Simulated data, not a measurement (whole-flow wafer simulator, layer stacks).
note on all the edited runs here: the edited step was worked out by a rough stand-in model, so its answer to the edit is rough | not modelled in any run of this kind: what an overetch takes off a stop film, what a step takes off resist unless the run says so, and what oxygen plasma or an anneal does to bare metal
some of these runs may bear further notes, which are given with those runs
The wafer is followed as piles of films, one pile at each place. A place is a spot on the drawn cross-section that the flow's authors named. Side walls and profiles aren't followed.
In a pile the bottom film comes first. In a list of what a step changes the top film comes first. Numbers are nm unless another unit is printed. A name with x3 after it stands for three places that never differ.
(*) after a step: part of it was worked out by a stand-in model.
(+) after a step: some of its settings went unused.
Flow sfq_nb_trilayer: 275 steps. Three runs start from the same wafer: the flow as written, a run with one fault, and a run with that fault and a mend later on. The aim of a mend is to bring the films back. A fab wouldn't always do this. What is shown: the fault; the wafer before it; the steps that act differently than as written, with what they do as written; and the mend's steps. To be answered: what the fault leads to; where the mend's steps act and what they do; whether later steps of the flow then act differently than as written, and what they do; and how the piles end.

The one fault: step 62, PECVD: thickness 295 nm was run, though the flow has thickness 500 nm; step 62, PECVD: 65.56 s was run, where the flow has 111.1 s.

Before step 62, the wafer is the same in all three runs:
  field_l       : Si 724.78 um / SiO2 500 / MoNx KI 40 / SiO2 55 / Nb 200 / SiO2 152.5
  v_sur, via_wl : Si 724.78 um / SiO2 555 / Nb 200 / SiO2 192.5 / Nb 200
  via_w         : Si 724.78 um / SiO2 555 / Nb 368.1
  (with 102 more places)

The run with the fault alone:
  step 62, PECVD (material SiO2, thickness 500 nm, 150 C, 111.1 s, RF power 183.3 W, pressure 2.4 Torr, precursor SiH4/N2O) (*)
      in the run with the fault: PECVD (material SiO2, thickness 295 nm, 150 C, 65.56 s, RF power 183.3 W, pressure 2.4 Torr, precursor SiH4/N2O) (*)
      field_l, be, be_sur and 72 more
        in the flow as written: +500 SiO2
        in the run with the fault: +295 SiO2
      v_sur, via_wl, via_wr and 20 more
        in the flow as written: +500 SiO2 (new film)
        in the run with the fault: +295 SiO2 (new film)
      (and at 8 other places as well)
  Later steps of the flow acting differently than as written (not shown: 19 more steps that differ only slightly, by at most 2% or 0.5 nm, whichever is larger):
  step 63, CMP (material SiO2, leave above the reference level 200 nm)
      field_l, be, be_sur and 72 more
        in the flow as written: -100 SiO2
        in the run with the fault: nothing
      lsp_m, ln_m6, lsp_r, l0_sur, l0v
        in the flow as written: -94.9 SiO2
        in the run with the fault: nothing
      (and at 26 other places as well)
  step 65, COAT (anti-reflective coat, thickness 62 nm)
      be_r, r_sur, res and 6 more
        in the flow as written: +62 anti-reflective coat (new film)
        in the run with the fault: +63.3 anti-reflective coat (new film)
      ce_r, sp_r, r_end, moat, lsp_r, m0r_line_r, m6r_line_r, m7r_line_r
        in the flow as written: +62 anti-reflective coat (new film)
        in the run with the fault: +63.4 anti-reflective coat (new film)
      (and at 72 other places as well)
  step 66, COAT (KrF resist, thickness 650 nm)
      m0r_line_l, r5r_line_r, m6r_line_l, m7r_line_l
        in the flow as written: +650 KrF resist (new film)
        in the run with the fault: +670.8 KrF resist (new film)
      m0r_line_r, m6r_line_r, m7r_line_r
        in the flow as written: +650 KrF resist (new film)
        in the run with the fault: +670.7 KrF resist (new film)
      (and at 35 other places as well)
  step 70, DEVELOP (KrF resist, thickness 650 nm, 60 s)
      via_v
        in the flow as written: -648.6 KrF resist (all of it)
        in the run with the fault: -610.9 KrF resist (all of it)
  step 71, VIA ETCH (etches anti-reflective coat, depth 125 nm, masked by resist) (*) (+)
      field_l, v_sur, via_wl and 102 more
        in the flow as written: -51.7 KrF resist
        in the run with the fault: -44.7 KrF resist
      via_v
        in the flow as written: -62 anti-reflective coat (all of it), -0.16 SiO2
        in the run with the fault: -53.6 anti-reflective coat (all of it), -0.13 SiO2
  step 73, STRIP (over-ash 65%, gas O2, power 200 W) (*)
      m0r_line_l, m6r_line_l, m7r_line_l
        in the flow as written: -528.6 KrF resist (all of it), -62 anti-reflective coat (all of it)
        in the run with the fault: -556.3 KrF resist (all of it), -63.3 anti-reflective coat (all of it)
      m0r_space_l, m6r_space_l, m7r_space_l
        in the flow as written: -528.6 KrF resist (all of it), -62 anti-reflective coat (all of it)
        in the run with the fault: -548 KrF resist (all of it), -76.4 anti-reflective coat (all of it)
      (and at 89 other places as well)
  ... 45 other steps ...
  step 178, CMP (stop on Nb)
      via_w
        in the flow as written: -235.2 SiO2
        in the run with the fault: -226.5 SiO2
  At via_w, p4_w1, p4_w2 and 7 more, the piles at the end differ from the flow's by more than 2% or 0.5 nm, whichever is larger.
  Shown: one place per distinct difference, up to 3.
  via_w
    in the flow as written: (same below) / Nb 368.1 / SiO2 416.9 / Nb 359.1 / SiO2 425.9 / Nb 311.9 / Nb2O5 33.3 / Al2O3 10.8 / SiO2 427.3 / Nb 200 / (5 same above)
    in the run with the fault: (same below) / Nb 368.1 / SiO2 245.7 / Nb 171.6 / SiO2 132 / Nb 90.1 / SiO2 344 / Nb 161.3 / SiO2 189.6 / Nb 110.8 / Nb2O5 34.6 / Al2O3 10.1 / SiO2 495.5 / Nb 200 / (5 same above)
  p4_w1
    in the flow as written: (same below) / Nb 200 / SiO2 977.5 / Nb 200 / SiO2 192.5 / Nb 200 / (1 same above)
    in the run with the fault: (same below) / Nb 200 / SiO2 972.5 / Nb 200 / SiO2 197.5 / Nb 200 / (1 same above)

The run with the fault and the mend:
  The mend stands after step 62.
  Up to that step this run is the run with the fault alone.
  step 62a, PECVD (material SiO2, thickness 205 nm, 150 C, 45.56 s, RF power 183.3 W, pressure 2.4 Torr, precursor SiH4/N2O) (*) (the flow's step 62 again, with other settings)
      field_l, v_sur, via_wl and 102 more
        +205 SiO2
      via_w
        +182.7 SiO2
  Later steps of the flow acting differently than as written:
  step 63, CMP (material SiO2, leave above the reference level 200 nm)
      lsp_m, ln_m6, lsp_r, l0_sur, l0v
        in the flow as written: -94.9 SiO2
        in the run with the mend: -100 SiO2
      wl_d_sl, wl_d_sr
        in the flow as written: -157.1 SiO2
        in the run with the mend: -100 SiO2
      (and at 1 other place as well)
  By the end, the piles equal the flow's at every place that both follow.
